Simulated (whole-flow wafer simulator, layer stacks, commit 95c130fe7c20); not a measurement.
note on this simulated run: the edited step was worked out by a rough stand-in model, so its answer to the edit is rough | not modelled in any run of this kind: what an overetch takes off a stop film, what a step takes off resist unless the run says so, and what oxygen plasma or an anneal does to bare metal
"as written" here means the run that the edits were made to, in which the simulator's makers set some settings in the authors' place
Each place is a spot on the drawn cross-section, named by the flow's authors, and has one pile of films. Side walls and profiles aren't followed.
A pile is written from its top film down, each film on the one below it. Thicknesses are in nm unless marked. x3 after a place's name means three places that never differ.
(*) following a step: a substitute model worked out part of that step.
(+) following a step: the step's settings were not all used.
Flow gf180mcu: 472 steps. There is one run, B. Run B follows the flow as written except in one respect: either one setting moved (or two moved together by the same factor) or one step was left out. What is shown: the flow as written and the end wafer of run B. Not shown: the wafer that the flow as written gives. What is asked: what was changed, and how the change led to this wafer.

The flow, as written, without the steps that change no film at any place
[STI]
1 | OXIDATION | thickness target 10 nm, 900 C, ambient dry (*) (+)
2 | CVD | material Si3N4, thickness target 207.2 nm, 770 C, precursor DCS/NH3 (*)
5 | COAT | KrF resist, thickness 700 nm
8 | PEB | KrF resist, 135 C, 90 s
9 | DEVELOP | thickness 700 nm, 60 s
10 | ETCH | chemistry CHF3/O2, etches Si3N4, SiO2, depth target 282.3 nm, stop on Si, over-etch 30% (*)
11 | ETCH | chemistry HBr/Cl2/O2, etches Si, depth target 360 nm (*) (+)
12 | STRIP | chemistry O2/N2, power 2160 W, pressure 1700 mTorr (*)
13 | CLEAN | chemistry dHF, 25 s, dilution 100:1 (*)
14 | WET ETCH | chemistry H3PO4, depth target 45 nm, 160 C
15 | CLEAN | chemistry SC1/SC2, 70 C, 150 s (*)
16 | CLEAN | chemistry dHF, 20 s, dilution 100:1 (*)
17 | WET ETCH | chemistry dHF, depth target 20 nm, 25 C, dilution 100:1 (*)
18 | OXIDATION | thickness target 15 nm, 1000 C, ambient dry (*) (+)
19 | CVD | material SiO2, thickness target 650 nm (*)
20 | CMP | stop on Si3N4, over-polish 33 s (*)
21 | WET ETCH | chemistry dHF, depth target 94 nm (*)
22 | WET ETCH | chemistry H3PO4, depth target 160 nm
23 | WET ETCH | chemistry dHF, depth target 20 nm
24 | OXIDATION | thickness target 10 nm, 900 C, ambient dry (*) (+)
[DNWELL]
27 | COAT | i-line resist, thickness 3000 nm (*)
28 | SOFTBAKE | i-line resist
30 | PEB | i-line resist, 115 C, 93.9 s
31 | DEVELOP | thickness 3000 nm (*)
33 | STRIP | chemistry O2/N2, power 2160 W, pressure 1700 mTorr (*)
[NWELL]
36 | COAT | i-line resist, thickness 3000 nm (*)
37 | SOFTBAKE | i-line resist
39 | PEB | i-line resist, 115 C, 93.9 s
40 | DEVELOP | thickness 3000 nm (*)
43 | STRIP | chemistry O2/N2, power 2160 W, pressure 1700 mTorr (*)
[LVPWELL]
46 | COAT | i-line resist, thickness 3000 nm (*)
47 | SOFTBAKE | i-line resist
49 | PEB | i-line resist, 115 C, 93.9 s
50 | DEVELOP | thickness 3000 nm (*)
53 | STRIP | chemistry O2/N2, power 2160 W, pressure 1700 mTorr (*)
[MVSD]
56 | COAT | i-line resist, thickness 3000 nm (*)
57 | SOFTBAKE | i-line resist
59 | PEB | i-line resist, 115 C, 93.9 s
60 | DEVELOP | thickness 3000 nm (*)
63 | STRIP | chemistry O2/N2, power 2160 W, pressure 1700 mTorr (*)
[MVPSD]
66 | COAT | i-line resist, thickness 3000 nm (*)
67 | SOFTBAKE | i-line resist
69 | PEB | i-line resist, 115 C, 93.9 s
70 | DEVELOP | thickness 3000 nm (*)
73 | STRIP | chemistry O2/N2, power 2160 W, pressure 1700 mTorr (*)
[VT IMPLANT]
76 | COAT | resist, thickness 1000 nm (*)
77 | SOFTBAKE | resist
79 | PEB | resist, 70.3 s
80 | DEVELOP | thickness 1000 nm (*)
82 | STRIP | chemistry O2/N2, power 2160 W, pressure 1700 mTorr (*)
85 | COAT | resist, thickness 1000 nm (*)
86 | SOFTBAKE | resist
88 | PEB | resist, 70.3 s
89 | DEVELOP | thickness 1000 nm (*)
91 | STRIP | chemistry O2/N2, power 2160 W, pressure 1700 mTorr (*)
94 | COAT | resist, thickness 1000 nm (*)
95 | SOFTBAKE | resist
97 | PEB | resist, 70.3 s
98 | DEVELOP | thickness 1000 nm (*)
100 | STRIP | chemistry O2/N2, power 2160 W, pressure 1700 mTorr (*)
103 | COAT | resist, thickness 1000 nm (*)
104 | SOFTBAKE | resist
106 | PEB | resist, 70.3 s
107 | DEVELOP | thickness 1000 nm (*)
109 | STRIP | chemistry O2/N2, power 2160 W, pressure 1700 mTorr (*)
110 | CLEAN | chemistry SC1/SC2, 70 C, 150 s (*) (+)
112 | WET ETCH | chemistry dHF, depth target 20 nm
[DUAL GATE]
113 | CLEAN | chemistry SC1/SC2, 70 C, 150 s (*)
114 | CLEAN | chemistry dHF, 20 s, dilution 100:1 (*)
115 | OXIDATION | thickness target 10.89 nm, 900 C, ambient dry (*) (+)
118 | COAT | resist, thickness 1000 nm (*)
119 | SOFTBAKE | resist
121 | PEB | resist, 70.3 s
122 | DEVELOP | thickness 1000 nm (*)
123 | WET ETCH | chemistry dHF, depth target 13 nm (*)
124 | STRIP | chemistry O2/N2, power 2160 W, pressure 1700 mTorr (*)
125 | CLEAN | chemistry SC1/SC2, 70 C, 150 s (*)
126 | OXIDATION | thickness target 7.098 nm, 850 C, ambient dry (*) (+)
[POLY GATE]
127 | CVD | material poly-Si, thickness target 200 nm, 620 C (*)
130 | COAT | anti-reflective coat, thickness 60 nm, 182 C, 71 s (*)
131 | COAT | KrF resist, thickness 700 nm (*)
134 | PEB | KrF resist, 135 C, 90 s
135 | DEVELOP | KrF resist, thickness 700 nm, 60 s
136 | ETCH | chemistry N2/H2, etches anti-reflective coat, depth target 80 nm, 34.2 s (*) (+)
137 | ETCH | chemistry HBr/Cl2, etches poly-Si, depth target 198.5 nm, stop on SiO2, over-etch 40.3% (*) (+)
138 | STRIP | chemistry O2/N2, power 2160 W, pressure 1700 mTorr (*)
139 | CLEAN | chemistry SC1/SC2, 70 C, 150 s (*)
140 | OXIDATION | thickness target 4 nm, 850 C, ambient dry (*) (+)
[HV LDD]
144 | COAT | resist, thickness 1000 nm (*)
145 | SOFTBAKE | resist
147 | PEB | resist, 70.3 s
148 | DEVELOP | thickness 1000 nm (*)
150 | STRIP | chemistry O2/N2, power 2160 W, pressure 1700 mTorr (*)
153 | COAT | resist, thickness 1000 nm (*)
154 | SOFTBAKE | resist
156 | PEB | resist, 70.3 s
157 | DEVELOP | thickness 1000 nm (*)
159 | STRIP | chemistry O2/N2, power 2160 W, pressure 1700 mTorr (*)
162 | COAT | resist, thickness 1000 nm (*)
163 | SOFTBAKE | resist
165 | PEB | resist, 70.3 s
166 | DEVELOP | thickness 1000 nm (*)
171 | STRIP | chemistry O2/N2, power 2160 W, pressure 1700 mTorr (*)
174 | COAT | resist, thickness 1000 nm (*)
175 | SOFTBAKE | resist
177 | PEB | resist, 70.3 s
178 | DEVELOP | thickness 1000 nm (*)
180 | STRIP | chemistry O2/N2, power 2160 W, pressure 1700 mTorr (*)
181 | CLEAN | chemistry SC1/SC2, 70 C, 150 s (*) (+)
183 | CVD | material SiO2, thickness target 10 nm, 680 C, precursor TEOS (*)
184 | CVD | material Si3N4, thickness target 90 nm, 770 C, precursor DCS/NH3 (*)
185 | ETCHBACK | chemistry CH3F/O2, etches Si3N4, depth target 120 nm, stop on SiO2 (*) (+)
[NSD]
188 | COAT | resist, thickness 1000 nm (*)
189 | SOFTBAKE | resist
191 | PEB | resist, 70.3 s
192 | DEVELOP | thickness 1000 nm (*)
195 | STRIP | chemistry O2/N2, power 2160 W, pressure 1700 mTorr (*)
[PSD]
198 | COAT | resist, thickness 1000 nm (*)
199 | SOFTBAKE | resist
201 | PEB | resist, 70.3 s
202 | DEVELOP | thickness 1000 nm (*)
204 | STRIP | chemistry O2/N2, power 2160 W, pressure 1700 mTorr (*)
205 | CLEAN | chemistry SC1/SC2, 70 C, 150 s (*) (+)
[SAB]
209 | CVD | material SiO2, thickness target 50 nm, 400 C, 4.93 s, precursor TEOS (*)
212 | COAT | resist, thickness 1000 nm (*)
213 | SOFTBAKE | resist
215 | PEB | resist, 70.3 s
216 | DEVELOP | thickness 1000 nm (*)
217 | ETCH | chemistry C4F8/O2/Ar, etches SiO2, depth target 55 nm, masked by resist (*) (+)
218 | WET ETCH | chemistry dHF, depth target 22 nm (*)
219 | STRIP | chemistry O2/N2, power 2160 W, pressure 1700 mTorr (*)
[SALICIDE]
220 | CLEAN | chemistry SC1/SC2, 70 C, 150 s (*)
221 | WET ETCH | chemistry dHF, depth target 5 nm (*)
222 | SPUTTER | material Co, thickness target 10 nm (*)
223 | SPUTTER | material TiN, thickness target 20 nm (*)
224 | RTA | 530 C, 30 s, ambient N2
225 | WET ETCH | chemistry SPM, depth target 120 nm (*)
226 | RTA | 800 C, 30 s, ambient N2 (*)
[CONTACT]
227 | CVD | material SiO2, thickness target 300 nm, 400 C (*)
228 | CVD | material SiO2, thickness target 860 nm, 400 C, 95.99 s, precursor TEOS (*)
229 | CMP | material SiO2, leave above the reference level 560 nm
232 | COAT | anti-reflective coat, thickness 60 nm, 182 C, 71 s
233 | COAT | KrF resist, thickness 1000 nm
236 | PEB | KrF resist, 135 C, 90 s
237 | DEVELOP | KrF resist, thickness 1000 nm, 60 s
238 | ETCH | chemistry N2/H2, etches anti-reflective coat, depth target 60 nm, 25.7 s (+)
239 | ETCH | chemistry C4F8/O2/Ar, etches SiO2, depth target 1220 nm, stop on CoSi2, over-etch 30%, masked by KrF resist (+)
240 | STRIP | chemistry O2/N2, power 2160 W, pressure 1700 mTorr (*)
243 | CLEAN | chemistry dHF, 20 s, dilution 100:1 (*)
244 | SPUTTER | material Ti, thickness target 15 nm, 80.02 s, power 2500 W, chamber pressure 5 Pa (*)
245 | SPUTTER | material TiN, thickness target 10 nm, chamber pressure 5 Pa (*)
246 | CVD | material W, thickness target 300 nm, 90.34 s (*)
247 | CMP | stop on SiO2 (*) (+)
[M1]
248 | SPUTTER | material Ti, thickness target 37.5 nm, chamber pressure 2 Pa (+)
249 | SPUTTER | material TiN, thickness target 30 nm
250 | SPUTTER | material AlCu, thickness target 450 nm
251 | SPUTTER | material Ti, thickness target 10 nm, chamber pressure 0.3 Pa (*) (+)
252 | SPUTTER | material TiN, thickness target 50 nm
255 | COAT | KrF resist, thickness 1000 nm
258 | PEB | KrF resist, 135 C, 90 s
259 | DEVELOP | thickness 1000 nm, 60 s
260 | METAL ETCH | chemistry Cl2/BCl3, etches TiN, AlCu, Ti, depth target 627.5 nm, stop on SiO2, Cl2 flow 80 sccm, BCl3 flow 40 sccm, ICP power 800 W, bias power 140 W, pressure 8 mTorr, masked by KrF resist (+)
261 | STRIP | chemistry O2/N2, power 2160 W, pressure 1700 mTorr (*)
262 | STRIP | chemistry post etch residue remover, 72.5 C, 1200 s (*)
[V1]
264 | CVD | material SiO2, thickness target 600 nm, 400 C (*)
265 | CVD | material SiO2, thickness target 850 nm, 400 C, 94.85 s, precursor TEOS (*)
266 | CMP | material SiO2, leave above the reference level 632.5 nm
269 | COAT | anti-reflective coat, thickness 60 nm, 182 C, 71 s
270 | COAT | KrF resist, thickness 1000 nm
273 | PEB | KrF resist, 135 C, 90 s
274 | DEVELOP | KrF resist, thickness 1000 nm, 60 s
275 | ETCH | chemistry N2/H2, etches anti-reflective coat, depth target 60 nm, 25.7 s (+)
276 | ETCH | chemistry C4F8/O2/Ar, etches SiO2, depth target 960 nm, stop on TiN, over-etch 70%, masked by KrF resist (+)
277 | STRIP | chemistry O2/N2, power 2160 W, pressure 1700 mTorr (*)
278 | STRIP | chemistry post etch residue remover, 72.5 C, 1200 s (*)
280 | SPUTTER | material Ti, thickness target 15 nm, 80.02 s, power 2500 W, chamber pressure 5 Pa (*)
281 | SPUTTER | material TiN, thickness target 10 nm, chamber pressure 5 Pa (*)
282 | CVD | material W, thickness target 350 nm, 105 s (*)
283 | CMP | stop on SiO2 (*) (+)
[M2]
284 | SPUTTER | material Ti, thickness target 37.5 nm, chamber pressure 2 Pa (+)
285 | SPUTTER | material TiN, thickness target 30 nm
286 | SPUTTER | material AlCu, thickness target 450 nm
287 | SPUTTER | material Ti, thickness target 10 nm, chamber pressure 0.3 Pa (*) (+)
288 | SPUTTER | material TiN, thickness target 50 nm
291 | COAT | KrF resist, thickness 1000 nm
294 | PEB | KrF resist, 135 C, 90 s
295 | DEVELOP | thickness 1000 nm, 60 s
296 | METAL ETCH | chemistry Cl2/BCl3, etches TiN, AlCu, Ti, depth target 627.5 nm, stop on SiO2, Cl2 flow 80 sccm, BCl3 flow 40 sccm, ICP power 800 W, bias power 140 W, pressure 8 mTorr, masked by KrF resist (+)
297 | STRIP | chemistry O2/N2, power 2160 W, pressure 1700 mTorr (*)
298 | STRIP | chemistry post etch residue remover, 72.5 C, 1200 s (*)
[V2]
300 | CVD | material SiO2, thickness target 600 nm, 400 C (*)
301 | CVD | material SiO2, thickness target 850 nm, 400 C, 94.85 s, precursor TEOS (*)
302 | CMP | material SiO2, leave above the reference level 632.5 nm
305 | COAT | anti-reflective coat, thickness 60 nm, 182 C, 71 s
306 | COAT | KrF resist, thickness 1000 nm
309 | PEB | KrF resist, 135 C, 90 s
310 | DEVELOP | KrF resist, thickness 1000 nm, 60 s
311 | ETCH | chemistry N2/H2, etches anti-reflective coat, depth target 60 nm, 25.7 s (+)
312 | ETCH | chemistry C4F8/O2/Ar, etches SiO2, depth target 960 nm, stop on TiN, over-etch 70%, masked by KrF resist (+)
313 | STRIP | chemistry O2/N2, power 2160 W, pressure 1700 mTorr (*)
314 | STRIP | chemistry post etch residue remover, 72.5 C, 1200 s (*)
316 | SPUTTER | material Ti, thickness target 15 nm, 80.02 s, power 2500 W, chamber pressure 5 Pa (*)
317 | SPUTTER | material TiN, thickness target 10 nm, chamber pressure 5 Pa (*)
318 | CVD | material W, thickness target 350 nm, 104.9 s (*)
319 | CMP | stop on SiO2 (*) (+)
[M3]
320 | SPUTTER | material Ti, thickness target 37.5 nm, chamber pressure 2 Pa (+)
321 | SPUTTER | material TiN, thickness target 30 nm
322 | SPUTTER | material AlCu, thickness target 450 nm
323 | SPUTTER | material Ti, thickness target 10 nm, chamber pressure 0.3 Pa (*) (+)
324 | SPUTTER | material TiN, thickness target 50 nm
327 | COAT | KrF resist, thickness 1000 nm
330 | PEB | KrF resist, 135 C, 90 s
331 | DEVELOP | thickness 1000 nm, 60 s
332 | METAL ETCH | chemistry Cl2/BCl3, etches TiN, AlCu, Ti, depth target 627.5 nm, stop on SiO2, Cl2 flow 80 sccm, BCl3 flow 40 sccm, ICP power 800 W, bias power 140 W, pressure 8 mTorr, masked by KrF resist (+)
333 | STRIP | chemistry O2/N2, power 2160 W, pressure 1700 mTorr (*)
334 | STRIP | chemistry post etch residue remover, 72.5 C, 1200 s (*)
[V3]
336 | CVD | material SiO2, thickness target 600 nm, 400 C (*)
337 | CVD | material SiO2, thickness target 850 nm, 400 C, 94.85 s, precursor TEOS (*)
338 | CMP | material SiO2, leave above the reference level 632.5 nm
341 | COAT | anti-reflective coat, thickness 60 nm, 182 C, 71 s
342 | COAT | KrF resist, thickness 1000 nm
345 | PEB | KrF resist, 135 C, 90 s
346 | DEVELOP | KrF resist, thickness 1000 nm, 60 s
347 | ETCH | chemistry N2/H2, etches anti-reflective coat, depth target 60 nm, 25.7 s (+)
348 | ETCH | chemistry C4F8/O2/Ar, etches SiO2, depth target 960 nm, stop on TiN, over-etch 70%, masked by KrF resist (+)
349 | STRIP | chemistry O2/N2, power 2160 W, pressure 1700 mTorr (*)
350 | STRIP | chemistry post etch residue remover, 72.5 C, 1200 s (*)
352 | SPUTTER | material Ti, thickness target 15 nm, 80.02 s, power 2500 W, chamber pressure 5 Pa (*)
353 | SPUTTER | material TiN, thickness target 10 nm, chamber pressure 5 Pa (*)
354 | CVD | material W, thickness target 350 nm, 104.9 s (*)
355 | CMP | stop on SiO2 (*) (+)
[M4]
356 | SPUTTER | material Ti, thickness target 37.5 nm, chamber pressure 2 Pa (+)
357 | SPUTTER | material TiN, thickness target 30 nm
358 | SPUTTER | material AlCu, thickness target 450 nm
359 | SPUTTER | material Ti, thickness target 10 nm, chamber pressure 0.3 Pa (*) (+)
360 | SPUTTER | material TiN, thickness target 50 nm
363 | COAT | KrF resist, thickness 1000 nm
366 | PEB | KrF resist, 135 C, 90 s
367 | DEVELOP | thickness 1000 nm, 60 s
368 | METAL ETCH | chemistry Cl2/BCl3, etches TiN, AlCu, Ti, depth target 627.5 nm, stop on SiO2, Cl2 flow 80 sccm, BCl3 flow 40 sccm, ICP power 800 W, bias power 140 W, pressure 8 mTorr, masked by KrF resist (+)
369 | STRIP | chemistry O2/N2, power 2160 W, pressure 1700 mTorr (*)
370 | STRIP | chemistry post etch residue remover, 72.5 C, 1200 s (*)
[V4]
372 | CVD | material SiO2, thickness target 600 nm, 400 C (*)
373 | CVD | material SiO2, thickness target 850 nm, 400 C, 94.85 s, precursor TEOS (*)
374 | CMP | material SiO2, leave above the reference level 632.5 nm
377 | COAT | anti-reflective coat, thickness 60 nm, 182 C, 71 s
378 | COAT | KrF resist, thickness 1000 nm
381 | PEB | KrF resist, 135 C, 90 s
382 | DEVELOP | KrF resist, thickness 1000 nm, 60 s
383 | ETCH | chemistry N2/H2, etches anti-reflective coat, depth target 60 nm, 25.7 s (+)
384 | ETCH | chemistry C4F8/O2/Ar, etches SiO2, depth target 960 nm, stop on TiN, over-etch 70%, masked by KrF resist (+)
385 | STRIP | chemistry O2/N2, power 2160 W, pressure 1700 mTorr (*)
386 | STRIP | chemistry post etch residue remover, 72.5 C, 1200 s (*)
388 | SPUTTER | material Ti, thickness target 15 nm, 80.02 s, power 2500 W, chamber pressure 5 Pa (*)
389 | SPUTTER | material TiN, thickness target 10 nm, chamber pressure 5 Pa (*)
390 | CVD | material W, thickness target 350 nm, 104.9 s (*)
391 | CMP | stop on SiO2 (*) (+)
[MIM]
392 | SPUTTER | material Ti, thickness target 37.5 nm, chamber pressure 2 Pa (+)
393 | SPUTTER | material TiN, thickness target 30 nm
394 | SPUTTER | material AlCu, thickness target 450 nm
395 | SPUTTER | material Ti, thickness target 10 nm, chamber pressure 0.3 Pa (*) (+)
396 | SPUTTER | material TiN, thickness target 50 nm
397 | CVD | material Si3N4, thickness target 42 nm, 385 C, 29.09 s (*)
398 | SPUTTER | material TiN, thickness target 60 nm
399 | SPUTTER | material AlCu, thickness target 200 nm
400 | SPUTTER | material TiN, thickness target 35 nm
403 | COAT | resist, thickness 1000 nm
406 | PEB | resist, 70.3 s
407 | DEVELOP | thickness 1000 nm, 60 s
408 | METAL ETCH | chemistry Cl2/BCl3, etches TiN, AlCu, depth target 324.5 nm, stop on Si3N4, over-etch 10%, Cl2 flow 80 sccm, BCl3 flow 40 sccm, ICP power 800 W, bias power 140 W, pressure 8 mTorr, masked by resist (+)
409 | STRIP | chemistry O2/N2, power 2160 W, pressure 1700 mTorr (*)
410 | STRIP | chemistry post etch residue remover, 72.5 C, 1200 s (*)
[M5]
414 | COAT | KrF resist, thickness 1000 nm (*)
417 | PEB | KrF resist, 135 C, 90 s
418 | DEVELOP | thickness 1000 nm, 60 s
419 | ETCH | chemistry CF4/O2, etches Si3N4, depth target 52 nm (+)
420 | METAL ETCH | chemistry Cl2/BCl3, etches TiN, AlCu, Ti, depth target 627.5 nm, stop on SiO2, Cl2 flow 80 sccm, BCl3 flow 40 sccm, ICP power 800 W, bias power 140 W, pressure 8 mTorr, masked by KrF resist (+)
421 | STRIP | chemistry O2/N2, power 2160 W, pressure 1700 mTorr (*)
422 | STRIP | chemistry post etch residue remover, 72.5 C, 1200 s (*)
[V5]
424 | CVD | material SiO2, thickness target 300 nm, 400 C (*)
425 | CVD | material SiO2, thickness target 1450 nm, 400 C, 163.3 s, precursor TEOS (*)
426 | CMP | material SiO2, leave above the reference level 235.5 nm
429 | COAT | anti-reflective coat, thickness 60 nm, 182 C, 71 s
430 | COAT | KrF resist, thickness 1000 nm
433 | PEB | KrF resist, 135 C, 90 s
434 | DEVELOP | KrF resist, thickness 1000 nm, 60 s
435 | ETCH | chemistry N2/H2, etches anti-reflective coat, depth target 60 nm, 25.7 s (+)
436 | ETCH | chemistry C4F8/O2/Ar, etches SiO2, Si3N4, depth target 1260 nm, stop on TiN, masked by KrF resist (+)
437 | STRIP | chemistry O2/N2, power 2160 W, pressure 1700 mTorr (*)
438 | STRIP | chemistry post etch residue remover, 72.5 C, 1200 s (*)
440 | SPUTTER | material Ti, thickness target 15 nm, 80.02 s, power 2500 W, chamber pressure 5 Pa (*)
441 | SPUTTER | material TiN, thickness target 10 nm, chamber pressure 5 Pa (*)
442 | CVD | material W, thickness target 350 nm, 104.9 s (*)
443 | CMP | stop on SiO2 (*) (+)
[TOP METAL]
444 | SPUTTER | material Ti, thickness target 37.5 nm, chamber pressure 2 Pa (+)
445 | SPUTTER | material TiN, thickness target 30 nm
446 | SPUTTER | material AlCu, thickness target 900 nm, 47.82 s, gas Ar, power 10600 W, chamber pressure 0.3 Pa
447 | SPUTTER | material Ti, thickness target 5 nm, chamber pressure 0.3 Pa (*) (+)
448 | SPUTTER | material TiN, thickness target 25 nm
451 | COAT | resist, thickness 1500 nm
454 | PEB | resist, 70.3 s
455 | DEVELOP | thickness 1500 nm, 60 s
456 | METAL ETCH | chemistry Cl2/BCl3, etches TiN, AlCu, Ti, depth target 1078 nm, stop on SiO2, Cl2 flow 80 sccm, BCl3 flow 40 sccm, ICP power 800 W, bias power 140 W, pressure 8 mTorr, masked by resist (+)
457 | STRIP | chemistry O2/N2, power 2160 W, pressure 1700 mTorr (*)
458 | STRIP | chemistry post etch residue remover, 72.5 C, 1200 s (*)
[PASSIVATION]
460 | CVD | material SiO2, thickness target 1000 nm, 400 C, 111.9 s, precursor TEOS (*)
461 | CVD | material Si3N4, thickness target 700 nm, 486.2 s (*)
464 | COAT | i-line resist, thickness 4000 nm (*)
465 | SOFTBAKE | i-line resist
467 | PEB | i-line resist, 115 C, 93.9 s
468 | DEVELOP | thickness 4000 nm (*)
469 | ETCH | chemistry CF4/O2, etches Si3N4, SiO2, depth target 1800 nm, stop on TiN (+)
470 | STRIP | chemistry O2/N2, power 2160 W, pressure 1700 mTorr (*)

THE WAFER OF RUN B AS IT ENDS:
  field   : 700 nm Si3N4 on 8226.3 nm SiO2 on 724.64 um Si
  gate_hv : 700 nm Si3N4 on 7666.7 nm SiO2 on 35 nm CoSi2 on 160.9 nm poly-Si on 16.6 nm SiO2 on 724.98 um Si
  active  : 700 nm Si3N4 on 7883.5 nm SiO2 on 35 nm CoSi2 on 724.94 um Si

Cause: step 126, OXIDATION: thickness target 9.866 nm was run, whereas the flow has thickness target 7.098 nm.

How this came from the change, step by step:
  126 | OXIDATION | thickness target 7.098 nm, 850 C, ambient dry (*) (+)
      gate_hv, active_hv, active_nat and 25 more: SiO2 gains 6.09, Si loses 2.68 (it would be, as written: SiO2 gains 3.72, Si loses 1.64)
      active, n_well, p_well and 12 more: SiO2 gains 9.87 (new film), chemical SiO2 loses 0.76 (all of it), Si loses 4.01 (it would be, as written: SiO2 gains 7.1 (new film), chemical SiO2 loses 0.76 (all of it), Si loses 2.79)
  189 | SOFTBAKE | resist
      nw_enc_fld_lv__w3: resist loses 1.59 (it would be, as written: resist gains 2.11)
  199 | SOFTBAKE | resist
      nw_enc_fld_lv__w3: resist loses 1.59 (it would be, as written: resist gains 2.11)
  218 | WET ETCH | chemistry dHF, depth target 22 nm (*)
      active, p_well, sd_n, iso_ptap_pw, iso_ntap_nw, iso_ptap_sub, vpnp_e: SiO2 loses 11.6 (all of it) (it would be, as written: SiO2 loses 9.01 (all of it))
      ldn_tap, ldn_src, ldn_drn, ldp_tap, ldp_src, ldp_drn, ldp_gr: SiO2 loses 18.2 (all of it) (it would be, as written: SiO2 loses 16 (all of it))
      (and at 9 other places as well)
